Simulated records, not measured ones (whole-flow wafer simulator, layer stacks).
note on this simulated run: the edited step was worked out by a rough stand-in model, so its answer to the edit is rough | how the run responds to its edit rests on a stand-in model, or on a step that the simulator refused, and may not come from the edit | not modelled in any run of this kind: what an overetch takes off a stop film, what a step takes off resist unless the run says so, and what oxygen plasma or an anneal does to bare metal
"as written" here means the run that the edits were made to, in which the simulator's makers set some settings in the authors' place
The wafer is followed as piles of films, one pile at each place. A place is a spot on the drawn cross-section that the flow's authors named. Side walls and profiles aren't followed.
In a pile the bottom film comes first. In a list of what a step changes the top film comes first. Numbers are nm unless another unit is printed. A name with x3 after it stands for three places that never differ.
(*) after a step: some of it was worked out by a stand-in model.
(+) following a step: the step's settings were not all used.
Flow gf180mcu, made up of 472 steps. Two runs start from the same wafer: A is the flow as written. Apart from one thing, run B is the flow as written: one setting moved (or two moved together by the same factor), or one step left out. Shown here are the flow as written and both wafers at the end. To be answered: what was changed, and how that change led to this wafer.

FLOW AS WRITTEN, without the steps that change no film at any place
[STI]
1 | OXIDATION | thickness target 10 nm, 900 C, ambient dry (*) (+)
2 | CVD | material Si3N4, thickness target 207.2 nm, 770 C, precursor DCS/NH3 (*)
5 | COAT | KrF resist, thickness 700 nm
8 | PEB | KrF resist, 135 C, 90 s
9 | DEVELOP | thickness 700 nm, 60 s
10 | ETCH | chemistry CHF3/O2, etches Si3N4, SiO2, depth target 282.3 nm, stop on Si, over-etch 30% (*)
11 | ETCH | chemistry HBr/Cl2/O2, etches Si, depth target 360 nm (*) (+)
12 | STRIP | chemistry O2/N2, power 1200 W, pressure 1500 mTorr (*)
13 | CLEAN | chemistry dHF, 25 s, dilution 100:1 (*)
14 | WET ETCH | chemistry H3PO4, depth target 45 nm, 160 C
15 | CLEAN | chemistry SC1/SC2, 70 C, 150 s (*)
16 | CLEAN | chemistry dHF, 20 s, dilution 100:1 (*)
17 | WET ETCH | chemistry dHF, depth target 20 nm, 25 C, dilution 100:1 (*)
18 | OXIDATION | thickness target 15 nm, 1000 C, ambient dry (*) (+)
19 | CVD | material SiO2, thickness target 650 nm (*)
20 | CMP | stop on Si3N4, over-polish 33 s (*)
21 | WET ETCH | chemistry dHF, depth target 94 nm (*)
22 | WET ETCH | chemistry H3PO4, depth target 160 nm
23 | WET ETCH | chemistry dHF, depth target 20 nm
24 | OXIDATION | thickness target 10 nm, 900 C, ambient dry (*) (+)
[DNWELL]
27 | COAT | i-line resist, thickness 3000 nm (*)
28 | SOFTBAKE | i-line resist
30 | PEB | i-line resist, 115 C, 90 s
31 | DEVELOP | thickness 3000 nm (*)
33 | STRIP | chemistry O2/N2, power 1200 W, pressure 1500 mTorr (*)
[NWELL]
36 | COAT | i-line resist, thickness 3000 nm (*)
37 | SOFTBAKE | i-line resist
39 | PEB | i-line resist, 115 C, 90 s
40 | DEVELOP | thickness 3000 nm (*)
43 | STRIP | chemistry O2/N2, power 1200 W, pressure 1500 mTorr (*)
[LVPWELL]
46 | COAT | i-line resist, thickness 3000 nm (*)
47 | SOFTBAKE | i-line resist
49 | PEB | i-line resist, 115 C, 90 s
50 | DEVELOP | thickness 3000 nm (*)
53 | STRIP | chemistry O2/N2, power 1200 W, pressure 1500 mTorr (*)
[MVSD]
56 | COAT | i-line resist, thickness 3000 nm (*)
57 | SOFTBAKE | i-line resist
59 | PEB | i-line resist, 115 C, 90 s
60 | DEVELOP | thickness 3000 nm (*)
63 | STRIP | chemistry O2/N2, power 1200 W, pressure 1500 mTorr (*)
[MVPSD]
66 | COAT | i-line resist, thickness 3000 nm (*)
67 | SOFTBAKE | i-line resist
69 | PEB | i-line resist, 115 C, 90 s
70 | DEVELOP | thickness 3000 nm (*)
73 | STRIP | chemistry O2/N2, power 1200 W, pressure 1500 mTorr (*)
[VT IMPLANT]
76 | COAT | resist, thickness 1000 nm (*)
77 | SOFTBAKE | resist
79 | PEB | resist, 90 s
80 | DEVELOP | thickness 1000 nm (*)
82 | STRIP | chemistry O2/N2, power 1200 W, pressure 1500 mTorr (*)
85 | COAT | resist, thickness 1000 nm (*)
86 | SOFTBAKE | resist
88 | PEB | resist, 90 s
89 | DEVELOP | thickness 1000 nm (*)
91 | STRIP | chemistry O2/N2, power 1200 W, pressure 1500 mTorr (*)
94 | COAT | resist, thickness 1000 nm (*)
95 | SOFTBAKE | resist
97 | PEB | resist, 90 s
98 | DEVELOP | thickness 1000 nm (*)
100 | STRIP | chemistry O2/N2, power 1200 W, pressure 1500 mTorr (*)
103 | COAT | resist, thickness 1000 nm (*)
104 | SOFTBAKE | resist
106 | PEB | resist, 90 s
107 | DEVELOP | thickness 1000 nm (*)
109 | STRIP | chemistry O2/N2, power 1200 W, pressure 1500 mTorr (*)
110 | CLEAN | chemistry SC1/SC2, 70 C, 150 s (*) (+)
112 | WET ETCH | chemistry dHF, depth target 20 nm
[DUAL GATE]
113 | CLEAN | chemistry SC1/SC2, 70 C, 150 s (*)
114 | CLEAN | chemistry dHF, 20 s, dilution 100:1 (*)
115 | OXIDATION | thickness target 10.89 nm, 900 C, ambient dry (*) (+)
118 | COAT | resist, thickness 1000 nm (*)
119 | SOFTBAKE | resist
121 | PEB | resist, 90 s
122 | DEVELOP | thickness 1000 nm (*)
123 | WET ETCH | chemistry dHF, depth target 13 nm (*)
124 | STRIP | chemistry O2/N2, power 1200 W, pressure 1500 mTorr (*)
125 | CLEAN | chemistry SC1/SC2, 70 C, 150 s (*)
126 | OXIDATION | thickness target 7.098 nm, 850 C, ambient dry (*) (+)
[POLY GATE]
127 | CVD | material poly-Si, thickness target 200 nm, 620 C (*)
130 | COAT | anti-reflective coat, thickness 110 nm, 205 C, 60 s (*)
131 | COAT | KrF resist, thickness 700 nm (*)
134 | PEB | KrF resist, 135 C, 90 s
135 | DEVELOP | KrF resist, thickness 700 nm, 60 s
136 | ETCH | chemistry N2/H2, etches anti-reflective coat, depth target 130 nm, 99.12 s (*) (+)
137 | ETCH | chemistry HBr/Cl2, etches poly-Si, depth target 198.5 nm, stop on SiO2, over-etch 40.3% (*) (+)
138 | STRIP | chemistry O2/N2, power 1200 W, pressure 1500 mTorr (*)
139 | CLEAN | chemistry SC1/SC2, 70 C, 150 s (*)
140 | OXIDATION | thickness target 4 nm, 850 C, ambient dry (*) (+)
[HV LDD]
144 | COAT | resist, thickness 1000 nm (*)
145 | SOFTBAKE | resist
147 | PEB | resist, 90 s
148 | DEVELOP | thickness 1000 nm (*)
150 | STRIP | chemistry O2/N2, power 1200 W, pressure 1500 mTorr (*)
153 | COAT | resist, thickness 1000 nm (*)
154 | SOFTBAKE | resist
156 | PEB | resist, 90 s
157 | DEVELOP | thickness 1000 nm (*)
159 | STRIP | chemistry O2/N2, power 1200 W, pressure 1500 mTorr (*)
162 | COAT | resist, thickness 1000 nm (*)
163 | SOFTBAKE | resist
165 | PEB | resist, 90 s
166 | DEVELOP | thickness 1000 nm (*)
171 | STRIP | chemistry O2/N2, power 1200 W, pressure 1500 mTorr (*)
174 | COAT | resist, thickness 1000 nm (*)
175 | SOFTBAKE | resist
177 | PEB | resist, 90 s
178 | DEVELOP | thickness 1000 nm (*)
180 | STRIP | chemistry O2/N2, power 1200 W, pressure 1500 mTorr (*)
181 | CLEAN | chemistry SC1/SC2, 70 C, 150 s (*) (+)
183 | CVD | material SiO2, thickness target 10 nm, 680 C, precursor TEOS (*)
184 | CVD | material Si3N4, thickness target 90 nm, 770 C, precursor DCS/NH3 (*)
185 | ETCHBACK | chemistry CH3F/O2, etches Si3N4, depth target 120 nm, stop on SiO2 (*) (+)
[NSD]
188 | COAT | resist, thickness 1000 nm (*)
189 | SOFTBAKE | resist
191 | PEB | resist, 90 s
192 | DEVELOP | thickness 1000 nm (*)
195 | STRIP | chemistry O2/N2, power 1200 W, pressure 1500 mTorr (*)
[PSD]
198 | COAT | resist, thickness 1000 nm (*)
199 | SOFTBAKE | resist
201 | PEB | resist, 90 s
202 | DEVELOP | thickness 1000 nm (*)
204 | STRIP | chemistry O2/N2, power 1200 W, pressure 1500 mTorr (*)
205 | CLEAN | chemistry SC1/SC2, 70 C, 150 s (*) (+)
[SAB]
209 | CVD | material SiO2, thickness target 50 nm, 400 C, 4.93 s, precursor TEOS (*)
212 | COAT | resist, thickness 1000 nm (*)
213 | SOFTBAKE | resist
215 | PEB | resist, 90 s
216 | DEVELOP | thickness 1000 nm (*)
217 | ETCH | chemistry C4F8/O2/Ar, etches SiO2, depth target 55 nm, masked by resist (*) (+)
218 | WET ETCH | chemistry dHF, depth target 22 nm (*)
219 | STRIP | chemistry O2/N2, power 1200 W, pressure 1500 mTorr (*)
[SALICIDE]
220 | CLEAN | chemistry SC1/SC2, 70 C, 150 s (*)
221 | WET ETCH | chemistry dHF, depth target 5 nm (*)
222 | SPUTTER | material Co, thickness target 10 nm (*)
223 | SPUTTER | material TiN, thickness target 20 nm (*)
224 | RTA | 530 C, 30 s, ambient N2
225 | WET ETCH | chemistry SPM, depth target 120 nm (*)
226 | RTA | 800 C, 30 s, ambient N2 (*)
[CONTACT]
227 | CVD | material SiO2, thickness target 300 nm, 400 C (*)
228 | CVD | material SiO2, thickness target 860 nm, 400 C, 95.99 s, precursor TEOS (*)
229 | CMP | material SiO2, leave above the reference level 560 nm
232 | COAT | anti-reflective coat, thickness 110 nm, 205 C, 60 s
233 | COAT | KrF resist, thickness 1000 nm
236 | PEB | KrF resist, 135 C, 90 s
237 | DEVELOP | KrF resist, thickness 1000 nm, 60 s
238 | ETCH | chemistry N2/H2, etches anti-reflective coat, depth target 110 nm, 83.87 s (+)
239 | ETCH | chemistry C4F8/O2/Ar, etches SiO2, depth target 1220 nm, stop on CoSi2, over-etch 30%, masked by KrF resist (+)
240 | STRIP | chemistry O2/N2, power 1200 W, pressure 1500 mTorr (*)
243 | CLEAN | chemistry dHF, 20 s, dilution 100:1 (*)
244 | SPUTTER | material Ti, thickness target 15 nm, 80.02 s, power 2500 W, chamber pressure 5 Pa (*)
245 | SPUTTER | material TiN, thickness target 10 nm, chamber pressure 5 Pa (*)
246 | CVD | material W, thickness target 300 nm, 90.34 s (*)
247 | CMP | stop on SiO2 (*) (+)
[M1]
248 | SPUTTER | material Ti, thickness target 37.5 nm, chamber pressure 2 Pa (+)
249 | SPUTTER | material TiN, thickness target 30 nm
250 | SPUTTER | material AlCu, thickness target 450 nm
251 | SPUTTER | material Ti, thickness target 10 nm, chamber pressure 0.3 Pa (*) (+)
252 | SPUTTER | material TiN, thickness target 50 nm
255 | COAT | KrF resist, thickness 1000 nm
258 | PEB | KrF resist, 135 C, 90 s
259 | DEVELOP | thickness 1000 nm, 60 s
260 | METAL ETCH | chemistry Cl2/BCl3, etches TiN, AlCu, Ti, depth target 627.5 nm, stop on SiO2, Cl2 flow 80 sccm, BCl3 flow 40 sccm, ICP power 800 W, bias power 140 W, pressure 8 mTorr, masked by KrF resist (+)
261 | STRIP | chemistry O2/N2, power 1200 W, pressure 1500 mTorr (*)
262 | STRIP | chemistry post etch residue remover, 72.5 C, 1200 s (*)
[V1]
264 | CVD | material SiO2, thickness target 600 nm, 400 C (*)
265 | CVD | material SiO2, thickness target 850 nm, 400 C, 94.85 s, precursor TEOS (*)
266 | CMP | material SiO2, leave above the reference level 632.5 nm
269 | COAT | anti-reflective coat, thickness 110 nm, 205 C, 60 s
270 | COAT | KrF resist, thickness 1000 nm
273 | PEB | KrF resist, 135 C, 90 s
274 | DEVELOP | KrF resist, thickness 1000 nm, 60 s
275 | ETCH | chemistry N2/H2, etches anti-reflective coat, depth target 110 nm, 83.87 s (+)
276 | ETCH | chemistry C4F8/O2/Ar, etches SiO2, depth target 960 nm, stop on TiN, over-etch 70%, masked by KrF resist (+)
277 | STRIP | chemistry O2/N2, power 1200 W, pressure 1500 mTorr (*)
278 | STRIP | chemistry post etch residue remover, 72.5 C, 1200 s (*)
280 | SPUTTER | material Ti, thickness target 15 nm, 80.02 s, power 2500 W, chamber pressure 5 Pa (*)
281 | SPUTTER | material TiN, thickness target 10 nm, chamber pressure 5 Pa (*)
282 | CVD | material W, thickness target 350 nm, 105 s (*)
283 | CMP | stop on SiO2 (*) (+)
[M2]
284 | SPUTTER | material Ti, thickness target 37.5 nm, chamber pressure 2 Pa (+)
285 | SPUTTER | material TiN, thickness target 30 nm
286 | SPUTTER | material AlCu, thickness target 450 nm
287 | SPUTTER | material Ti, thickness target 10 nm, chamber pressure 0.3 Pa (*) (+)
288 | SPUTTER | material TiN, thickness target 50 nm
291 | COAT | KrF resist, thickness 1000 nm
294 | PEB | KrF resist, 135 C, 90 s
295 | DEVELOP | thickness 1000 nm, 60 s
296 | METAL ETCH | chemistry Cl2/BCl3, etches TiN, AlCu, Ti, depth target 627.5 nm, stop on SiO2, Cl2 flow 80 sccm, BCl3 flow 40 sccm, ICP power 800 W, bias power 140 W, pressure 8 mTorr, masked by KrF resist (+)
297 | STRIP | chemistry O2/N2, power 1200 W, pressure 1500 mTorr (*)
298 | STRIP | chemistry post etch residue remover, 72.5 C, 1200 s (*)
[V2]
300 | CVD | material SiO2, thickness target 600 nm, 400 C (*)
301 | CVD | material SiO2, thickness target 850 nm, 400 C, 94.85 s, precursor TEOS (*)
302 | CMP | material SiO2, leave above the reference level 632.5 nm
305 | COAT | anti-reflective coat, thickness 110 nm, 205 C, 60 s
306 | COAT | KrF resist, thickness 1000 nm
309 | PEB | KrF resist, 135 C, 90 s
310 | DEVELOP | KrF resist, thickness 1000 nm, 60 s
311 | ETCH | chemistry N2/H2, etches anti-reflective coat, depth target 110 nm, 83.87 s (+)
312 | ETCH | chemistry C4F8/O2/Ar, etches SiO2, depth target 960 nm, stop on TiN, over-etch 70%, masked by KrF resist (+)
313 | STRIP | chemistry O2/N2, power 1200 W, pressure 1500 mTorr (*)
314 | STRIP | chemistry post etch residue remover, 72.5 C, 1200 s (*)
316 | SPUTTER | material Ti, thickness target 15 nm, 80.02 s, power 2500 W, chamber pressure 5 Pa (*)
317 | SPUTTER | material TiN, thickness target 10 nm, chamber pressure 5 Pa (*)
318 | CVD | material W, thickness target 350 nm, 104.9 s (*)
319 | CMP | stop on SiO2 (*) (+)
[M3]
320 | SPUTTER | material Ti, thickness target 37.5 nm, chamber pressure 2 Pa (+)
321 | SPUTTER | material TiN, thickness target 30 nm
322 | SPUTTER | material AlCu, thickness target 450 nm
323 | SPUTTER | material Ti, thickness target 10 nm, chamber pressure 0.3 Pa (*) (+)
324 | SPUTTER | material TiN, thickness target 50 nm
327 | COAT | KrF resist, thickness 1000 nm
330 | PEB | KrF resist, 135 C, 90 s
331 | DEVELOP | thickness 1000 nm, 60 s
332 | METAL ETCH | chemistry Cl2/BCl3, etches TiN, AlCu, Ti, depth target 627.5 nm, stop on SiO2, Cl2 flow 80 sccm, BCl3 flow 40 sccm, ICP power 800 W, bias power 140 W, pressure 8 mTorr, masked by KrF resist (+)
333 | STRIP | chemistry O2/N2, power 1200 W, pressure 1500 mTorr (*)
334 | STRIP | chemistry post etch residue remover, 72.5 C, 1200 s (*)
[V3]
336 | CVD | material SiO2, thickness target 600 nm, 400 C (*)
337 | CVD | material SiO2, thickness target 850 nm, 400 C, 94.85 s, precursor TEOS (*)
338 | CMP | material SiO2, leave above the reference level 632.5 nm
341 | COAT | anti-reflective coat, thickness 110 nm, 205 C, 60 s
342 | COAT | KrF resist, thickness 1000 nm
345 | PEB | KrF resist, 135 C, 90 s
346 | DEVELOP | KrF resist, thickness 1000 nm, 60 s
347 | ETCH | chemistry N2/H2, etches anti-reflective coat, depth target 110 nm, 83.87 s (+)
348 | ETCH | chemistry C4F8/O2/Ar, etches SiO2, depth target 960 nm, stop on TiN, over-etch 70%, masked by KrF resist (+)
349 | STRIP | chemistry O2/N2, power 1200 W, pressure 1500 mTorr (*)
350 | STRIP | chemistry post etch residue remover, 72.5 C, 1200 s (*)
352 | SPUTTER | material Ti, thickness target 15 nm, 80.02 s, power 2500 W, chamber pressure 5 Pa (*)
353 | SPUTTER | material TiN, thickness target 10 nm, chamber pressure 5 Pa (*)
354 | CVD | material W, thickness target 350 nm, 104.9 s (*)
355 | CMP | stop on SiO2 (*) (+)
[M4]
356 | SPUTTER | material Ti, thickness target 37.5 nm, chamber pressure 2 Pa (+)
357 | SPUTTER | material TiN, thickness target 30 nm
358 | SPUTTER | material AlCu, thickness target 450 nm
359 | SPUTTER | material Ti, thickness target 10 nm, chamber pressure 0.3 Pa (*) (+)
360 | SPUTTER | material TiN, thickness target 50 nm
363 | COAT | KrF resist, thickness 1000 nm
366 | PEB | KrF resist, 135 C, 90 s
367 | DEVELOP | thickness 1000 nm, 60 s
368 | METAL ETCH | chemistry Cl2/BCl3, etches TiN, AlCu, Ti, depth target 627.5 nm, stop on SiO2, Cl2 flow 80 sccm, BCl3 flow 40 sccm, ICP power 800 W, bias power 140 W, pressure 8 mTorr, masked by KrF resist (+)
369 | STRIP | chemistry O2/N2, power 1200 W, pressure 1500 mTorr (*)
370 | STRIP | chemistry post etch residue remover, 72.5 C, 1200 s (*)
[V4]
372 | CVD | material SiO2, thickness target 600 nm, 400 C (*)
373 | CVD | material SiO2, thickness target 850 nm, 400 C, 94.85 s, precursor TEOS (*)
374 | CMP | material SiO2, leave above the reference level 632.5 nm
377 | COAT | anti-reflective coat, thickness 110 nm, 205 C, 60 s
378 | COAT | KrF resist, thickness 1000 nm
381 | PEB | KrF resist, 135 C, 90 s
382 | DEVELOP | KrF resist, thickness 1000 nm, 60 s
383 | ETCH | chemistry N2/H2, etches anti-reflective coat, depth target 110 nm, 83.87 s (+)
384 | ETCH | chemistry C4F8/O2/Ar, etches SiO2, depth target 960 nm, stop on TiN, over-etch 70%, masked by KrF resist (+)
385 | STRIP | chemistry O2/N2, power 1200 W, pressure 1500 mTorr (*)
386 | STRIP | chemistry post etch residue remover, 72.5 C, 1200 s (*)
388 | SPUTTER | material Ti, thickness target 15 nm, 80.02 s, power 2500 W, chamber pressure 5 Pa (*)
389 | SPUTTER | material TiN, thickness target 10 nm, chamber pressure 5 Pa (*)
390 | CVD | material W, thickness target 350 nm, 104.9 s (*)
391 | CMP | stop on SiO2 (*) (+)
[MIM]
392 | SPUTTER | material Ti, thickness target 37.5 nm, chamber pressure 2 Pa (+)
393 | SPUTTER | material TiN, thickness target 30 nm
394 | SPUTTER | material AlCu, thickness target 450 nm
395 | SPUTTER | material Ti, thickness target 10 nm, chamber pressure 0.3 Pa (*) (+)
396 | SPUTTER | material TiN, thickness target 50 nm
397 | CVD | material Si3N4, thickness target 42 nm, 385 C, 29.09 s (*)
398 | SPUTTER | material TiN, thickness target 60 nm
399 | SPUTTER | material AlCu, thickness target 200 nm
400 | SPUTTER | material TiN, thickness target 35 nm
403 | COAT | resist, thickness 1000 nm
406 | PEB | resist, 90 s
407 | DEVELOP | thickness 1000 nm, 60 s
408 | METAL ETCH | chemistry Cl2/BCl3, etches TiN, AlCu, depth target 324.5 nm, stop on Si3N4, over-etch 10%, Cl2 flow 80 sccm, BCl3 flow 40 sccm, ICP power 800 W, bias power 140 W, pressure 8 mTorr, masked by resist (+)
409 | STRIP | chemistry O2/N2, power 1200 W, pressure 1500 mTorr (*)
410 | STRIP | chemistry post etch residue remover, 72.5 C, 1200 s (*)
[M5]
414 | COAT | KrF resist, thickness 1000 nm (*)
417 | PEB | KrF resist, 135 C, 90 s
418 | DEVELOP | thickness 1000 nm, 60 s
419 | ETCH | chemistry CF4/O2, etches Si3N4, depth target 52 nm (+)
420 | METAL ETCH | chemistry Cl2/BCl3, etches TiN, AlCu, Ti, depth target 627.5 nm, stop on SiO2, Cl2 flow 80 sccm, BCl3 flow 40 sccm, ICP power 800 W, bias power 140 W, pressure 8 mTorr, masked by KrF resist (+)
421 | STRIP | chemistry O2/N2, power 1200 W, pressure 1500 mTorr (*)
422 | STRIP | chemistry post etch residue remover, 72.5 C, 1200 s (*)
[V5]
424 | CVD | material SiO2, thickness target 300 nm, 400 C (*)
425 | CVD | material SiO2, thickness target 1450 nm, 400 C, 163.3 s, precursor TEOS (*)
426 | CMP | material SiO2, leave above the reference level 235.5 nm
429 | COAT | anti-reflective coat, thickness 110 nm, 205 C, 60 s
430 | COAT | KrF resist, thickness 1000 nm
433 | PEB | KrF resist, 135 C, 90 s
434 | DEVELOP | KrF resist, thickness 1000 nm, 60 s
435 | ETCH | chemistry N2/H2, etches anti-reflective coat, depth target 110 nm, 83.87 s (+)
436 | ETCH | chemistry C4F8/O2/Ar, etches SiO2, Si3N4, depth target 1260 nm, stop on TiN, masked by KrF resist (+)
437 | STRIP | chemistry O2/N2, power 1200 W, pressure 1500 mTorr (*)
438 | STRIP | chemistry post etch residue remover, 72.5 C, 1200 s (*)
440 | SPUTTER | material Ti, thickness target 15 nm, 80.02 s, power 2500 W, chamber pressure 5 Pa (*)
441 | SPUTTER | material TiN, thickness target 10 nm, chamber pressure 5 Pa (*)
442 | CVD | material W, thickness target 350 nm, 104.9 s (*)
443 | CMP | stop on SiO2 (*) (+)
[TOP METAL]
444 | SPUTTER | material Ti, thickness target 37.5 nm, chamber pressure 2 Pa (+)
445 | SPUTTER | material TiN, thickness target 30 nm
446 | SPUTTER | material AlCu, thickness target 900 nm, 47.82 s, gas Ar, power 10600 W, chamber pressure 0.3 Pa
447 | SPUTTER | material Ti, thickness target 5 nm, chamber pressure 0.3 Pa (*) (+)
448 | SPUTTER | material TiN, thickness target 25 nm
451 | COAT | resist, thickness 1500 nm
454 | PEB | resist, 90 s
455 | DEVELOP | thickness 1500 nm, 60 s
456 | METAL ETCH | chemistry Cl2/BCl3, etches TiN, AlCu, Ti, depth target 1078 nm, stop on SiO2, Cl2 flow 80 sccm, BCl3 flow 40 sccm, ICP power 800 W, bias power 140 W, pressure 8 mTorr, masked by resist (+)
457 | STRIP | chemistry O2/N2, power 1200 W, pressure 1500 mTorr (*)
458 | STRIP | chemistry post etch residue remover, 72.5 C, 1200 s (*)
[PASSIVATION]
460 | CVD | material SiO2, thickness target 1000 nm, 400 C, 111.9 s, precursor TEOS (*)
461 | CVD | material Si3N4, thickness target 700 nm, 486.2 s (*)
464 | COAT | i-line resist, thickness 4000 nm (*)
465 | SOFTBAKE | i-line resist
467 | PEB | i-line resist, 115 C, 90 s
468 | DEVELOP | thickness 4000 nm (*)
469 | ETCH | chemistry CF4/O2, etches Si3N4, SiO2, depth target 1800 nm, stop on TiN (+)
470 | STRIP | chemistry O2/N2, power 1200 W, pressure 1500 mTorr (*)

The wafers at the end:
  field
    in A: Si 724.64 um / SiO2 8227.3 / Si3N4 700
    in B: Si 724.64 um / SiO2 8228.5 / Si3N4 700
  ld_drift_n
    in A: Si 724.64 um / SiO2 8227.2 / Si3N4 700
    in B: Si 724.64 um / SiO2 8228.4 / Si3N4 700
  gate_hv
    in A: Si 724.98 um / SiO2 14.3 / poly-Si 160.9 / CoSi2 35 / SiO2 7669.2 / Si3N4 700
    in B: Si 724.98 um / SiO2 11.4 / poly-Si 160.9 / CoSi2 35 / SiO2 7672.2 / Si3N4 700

What caused this: step 115, OXIDATION: thickness target 7.621 nm was run, while the flow as written has thickness target 10.89 nm.

The path from the change to this, step by step:
  115 | OXIDATION | thickness target 10.89 nm, 900 C, ambient dry (*) (+)
      active, n_well, p_well and 40 more: A +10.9 SiO2 (new film), -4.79 Si | B +7.62 SiO2 (new film), -3.35 Si
      sti, mim_1p0, pad and 23 more: A +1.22 SiO2, -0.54 Si | B +0.68 SiO2, -0.3 Si
      (also at 23 further places)
  123 | WET ETCH | chemistry dHF, depth target 13 nm (*)
      active, n_well, p_well and 12 more: A -10.9 SiO2 (all of it) | B -7.62 SiO2 (all of it)
  145 | SOFTBAKE | resist
      active_nat: A +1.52 resist | B +2.56 resist
  154 | SOFTBAKE | resist
      active_nat: A +1.52 resist | B +2.56 resist
  163 | SOFTBAKE | resist
      active_nat: A +1.52 resist | B +2.56 resist
  175 | SOFTBAKE | resist
      active_nat: A +1.52 resist | B +2.56 resist
  189 | SOFTBAKE | resist
      nw_enc_fld_lv__w3: A +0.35 resist | B -0.51 resist
      active_hv: A +0.78 resist | B +0.2 resist
      (also at 1 further place)
  199 | SOFTBAKE | resist
      nw_enc_fld_lv__w3: A +0.35 resist | B -0.51 resist
      active_hv: A +0.78 resist | B +0.2 resist
      (also at 1 further place)
  218 | WET ETCH | chemistry dHF, depth target 22 nm (*)
      ldn_tap, ldn_src, ldn_drn, ldp_tap, ldp_src, ldp_drn, ldp_gr: A -16 SiO2 (all of it) | B -13.2 SiO2 (all of it)
      ld_drn_n, ld_sd_p: A -14.8 SiO2 (all of it) | B -12 SiO2 (all of it)
      (also at 5 further places)
  223 | SPUTTER | material TiN, thickness target 20 nm (*)
      field__w12: A +12 TiN (new film) | B +12.6 TiN (new film)
  225 | WET ETCH | chemistry SPM, depth target 120 nm (*)
      field__w12: A -12 TiN (all of it), -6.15 Co (all of it) | B -12.6 TiN (all of it), -6.14 Co (all of it)
